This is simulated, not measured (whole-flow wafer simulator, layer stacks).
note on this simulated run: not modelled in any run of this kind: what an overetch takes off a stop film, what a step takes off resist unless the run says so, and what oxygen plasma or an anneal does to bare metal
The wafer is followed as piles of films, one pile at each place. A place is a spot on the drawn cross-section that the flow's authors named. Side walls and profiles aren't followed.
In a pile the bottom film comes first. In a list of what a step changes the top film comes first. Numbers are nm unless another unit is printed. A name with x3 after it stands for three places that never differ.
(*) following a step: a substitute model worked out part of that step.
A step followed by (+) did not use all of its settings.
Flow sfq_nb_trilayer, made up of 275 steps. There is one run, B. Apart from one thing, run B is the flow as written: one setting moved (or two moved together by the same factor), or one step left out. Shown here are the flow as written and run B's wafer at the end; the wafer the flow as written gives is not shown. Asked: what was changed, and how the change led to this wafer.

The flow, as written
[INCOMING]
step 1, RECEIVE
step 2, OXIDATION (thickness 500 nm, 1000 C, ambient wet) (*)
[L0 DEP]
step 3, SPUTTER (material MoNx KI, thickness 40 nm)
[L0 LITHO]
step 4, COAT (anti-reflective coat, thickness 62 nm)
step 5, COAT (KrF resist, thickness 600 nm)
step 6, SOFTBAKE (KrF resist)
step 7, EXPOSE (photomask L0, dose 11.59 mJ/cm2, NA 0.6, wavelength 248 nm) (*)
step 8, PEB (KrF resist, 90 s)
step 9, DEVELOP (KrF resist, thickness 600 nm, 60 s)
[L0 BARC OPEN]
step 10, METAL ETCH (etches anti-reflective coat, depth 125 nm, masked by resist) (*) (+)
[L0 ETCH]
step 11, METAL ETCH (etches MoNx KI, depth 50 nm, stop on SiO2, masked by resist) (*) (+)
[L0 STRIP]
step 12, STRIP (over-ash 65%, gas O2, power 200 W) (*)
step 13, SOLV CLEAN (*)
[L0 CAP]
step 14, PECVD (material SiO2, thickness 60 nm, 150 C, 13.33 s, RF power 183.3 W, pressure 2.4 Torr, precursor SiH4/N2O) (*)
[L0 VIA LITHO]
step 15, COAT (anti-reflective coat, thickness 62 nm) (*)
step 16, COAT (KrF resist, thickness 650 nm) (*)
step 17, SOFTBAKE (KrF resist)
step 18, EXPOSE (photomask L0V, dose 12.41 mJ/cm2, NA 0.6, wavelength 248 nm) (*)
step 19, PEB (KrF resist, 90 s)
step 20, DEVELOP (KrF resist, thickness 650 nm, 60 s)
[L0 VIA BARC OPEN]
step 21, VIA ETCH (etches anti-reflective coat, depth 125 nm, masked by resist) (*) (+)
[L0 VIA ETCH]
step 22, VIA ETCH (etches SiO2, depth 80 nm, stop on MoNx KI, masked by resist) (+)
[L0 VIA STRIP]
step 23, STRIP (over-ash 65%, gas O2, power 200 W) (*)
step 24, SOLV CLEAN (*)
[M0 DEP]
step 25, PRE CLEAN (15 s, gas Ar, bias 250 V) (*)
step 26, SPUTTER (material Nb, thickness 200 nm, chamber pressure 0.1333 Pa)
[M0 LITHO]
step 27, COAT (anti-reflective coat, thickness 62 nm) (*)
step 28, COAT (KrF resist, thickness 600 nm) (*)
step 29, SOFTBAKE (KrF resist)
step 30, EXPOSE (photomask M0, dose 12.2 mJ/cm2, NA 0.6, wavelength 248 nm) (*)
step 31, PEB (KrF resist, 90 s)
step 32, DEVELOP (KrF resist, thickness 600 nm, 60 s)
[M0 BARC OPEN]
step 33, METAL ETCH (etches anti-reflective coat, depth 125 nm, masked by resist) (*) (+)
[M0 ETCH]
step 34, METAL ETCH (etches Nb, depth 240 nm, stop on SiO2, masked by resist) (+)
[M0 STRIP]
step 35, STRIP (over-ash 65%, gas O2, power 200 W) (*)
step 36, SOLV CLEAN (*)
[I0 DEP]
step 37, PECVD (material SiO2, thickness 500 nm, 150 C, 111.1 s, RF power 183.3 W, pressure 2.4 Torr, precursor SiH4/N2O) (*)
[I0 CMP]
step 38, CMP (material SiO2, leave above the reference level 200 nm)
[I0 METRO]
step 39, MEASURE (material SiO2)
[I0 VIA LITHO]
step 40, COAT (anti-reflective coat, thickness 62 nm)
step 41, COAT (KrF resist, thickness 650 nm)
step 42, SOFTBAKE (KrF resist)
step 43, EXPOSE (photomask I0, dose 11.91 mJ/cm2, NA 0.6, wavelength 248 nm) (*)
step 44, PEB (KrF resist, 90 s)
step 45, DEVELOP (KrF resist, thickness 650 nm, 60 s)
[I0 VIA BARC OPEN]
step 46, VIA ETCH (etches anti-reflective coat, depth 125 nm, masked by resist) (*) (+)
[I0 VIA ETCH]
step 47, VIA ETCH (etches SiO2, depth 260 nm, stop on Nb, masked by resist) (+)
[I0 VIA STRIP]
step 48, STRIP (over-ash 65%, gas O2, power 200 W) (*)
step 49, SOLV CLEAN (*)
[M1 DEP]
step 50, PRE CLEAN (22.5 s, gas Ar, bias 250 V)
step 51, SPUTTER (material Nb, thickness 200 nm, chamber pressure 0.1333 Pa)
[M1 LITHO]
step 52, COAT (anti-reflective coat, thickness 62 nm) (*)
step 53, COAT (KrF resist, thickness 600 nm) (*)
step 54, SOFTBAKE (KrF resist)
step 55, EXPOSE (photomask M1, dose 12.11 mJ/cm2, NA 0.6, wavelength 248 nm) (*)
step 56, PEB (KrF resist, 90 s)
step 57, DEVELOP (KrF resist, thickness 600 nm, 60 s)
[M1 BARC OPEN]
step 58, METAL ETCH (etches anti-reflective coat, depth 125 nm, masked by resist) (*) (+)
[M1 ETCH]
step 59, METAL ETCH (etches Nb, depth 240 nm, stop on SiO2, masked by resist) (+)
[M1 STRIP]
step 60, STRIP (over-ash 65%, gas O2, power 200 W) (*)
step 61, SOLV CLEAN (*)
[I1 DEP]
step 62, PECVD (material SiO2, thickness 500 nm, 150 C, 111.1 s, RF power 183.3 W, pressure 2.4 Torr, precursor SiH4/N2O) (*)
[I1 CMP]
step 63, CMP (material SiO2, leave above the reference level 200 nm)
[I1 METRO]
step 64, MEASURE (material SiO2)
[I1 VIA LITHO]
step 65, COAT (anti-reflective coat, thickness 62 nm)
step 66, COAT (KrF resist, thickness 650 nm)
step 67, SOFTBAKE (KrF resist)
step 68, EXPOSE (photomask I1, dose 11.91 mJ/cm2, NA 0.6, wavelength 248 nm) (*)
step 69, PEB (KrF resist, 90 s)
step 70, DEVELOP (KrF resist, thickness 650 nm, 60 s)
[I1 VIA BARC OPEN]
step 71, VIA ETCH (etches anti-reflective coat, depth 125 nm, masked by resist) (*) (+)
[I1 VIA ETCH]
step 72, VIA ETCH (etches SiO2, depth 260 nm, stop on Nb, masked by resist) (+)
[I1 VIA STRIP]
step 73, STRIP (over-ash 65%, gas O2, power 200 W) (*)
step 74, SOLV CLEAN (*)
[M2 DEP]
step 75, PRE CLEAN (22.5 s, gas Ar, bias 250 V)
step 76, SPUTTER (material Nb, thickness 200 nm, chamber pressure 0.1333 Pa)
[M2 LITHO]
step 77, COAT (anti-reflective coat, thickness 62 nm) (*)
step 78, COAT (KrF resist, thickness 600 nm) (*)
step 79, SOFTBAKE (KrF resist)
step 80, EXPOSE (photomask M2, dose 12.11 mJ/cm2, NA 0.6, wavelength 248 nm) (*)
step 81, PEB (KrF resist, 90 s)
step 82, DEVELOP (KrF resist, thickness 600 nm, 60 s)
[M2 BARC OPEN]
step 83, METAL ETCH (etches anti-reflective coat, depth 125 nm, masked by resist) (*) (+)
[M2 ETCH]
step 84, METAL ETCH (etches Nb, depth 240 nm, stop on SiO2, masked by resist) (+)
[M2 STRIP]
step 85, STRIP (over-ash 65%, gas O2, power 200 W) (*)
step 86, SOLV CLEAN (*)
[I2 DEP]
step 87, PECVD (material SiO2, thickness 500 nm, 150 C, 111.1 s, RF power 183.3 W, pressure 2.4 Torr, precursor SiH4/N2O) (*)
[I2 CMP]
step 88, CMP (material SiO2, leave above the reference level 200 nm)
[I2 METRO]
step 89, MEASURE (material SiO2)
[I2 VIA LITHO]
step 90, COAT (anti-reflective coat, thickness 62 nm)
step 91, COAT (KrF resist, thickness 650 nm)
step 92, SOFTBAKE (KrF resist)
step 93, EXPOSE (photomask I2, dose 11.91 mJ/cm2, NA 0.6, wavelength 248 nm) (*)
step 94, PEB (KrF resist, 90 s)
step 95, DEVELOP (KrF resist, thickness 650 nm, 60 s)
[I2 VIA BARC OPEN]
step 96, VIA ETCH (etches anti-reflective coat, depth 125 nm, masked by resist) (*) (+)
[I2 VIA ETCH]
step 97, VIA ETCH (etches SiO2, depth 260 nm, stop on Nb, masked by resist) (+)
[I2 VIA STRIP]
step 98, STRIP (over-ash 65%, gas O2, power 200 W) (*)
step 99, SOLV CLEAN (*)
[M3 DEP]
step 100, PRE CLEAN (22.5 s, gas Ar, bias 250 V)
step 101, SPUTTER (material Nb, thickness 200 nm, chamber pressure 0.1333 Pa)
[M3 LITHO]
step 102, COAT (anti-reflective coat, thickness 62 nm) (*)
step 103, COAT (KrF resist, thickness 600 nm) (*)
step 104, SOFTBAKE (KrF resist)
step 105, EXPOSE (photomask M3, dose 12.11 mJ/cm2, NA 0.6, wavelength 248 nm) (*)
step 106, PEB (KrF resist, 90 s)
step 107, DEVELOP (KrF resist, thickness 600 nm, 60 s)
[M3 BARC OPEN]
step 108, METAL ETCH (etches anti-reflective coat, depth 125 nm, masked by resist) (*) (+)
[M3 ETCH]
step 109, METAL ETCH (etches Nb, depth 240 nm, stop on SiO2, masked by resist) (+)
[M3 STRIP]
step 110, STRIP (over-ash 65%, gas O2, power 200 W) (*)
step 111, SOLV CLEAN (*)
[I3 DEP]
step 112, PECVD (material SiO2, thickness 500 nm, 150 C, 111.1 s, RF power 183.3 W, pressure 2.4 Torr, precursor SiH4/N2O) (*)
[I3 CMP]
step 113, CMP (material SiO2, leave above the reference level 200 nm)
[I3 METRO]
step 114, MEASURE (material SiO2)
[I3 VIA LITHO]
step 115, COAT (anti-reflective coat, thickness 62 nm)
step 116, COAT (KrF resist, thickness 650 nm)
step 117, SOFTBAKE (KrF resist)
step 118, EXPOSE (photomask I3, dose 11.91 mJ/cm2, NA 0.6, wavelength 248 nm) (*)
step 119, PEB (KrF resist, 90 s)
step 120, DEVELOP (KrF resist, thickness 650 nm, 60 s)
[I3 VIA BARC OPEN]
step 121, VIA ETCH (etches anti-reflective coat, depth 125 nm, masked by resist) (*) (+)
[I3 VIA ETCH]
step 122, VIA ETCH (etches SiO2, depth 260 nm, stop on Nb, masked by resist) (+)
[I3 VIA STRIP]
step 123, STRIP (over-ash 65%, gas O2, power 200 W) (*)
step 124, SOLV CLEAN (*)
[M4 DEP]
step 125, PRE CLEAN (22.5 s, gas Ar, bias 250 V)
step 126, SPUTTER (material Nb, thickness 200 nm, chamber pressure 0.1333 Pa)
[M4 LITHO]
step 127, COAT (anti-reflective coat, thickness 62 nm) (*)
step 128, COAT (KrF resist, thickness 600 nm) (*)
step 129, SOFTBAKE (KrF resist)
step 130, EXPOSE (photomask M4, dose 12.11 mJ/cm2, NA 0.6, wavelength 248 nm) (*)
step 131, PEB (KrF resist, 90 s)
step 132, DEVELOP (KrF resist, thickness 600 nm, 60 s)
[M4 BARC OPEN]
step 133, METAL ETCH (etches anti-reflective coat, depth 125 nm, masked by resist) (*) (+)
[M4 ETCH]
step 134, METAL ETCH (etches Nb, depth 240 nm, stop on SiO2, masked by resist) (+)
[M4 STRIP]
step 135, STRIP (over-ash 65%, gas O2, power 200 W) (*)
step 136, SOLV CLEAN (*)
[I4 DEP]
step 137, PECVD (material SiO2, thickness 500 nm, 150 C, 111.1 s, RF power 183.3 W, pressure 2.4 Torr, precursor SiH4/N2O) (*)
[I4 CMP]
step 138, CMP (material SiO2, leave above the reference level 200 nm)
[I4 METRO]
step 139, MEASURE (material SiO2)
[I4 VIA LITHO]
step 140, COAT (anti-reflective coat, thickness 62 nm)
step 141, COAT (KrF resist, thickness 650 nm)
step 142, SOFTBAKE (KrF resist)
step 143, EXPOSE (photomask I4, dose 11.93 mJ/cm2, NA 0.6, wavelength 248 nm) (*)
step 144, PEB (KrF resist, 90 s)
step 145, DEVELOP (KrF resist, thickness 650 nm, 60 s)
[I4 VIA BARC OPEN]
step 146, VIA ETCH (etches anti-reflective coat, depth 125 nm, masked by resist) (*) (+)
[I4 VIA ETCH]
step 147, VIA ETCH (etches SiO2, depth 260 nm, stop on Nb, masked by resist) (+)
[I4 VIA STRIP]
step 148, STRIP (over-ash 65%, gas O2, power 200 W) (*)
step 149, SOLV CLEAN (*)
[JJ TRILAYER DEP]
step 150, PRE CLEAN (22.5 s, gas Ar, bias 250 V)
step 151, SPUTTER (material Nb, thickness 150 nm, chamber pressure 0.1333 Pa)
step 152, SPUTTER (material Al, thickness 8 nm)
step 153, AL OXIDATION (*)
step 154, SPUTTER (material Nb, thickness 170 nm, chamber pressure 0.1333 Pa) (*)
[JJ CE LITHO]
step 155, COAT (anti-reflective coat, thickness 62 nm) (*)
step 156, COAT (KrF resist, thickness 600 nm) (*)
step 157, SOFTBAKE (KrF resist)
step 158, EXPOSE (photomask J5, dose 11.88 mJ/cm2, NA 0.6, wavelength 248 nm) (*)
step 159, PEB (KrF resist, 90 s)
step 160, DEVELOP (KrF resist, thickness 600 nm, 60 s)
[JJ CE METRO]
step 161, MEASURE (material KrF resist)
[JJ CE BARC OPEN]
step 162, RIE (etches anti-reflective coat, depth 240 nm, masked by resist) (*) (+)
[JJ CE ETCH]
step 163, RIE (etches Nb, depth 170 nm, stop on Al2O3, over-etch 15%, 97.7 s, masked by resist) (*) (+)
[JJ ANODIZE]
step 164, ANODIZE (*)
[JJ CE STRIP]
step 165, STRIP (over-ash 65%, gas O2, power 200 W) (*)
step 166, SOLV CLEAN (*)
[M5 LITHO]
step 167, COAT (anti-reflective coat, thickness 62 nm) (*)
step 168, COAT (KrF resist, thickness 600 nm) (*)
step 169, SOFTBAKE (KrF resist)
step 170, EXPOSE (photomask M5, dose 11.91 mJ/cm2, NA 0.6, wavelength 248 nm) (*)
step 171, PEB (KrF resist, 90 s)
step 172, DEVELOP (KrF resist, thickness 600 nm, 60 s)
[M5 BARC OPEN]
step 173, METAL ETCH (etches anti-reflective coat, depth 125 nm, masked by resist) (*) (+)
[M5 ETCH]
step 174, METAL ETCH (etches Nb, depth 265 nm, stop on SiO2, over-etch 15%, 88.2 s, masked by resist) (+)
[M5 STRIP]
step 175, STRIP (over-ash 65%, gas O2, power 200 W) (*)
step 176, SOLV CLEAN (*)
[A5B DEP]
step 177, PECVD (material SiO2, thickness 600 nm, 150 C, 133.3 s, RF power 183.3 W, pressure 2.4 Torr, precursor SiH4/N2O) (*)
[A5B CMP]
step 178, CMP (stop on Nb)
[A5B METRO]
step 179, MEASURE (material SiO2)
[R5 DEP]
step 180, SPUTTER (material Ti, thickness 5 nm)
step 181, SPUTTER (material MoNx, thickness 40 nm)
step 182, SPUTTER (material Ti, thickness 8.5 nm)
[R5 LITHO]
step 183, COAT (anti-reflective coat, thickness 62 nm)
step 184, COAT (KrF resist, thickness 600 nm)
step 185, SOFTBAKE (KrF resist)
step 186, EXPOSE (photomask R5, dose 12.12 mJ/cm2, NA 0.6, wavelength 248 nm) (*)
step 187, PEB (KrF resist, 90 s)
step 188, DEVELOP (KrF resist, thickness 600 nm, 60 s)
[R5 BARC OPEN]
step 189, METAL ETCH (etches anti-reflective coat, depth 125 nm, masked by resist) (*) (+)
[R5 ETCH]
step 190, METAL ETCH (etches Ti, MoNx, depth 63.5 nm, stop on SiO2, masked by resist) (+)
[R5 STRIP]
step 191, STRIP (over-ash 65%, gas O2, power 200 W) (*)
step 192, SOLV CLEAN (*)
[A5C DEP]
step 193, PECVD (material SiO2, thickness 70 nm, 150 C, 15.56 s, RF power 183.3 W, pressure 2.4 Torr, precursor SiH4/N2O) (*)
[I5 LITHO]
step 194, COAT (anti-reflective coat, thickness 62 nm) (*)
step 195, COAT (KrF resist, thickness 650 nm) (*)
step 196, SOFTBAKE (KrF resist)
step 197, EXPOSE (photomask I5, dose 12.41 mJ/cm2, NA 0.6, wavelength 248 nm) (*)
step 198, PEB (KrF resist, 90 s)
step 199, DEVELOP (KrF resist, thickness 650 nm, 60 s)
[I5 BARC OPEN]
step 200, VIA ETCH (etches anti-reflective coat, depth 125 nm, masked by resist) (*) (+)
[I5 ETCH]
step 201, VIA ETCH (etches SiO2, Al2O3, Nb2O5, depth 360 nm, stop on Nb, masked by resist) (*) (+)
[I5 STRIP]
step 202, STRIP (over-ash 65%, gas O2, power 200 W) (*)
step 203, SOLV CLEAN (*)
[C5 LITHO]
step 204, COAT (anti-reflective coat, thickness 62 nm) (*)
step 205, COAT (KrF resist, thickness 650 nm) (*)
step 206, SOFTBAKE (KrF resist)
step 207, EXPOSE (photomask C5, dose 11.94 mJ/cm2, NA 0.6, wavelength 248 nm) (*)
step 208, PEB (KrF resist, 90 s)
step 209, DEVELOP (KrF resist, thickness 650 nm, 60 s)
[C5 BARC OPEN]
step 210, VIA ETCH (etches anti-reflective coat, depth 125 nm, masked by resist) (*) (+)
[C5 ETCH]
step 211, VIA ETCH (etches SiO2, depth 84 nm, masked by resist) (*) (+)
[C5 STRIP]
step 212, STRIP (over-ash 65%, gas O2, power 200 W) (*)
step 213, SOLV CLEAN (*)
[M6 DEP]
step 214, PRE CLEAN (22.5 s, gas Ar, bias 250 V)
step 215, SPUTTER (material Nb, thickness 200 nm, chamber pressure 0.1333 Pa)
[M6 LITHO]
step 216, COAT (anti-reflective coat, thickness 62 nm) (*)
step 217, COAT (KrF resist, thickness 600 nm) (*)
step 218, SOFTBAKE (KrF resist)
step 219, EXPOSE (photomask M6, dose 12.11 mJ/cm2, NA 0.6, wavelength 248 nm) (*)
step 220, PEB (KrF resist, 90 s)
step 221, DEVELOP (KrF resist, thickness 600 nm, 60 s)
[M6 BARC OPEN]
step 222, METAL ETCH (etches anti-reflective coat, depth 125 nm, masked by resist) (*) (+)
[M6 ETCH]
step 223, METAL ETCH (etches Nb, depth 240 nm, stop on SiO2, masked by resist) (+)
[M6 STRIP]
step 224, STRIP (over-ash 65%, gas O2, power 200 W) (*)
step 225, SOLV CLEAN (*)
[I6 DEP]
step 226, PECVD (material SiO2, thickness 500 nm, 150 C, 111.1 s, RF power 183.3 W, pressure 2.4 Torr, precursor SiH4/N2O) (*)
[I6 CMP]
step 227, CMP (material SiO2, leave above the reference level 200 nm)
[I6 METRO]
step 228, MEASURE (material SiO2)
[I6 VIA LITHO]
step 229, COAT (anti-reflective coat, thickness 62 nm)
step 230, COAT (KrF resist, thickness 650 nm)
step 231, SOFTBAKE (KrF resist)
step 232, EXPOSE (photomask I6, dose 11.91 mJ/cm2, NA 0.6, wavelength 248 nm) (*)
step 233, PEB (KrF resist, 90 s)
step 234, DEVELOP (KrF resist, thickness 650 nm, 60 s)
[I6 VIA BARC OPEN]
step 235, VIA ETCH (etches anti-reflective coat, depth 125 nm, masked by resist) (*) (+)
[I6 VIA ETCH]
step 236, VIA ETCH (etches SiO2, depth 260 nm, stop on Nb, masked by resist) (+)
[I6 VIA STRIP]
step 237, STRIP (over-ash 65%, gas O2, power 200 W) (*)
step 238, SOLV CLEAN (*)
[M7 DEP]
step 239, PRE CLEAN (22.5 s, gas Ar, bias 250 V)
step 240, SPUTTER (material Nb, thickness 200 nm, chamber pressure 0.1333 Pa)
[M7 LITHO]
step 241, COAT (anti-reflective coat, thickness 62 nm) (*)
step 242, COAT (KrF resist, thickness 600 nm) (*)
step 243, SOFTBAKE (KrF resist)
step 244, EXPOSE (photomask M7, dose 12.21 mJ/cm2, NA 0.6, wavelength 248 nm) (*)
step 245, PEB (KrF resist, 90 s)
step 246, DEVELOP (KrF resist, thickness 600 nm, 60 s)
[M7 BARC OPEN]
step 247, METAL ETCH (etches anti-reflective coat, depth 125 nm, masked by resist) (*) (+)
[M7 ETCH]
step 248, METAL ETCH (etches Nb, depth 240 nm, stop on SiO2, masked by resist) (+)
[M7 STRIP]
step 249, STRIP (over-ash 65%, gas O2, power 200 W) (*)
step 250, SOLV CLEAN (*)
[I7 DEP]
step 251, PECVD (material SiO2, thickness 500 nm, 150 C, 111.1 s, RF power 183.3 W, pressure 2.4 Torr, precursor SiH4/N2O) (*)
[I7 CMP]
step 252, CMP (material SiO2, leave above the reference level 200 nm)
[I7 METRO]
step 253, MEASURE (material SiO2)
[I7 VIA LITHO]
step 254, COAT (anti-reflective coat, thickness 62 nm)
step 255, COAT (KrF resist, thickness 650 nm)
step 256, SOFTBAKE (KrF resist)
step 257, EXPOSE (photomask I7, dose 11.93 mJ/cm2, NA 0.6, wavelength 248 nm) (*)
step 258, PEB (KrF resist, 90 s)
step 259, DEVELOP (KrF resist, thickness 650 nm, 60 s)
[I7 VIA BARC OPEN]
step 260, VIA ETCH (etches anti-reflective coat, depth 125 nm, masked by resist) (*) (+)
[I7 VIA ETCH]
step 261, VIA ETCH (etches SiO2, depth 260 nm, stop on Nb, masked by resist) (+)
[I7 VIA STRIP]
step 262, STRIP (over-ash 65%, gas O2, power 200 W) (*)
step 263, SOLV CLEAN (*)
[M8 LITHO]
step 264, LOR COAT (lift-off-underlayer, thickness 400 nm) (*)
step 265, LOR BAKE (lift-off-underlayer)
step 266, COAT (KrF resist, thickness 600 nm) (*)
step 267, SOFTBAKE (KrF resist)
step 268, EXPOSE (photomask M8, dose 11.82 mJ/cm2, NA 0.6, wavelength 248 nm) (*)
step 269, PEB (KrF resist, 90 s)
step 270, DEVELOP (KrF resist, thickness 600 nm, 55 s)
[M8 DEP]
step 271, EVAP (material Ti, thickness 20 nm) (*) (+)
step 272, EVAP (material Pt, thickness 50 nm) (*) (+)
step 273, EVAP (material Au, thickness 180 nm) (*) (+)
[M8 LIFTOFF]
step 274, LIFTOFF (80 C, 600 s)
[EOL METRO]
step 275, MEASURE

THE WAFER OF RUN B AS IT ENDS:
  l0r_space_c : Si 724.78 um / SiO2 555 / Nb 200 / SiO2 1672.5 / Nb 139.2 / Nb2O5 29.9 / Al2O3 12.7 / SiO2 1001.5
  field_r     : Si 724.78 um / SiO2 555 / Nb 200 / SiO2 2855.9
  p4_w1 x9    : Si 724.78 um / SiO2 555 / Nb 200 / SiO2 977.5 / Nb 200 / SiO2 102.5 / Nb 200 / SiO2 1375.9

What caused this: step 113, CMP: leave above the reference level 110 nm was run, while the flow as written has leave above the reference level 200 nm.

The path from the change to this, step by step:
  step 113, CMP (material SiO2, leave above the reference level 200 nm)
      field_l, be, be_sur and 64 more: -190 SiO2 (as written it would have been: -100 SiO2)
      v_sur, via_wl, via_wr and 27 more: -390 SiO2 (as written it would have been: -300 SiO2)
      (and at 9 other places as well)
  step 122, VIA ETCH (etches SiO2, depth 260 nm, stop on Nb, masked by resist) (+)
      field_l, v_sur, via_wl and 102 more: -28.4 KrF resist (as written it would have been: -44.8 KrF resist)
      via_v: -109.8 SiO2 (all of it) (as written it would have been: -199.8 SiO2 (all of it))
  step 123, STRIP (over-ash 65%, gas O2, power 200 W) (*)
      field_l, v_sur, via_wl and 102 more: -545 KrF resist (all of it), -62 anti-reflective coat (all of it) (as written it would have been: -528.6 KrF resist (all of it), -62 anti-reflective coat (all of it))
  step 126, SPUTTER (material Nb, thickness 200 nm, chamber pressure 0.1333 Pa)
      via_v: +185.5 Nb (as written it would have been: +165.5 Nb)
  step 127, COAT (anti-reflective coat, thickness 62 nm) (*)
      via_sp: +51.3 anti-reflective coat (new film) (as written it would have been: +53 anti-reflective coat (new film))
      via_v: +109.8 anti-reflective coat (new film) (as written it would have been: +124.8 anti-reflective coat (new film))
      (and at 1 other place as well)
  step 128, COAT (KrF resist, thickness 600 nm) (*)
      via_v: +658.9 KrF resist (new film) (as written it would have been: +739.8 KrF resist (new film))
  step 135, STRIP (over-ash 65%, gas O2, power 200 W) (*)
      via_sp: -382.6 KrF resist (all of it), -51.3 anti-reflective coat (all of it) (as written it would have been: -373.9 KrF resist (all of it), -53 anti-reflective coat (all of it))
      via_v: -441.2 KrF resist (all of it), -109.8 anti-reflective coat (all of it) (as written it would have been: -521.8 KrF resist (all of it), -124.8 anti-reflective coat (all of it))
      (and at 1 other place as well)
  step 137, PECVD (material SiO2, thickness 500 nm, 150 C, 111.1 s, RF power 183.3 W, pressure 2.4 Torr, precursor SiH4/N2O) (*)
      via_v: +500 SiO2 (new film) (as written it would have been: +615 SiO2 (new film))
  step 138, CMP (material SiO2, leave above the reference level 200 nm)
      via_v: -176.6 SiO2 (as written it would have been: -181.6 SiO2)
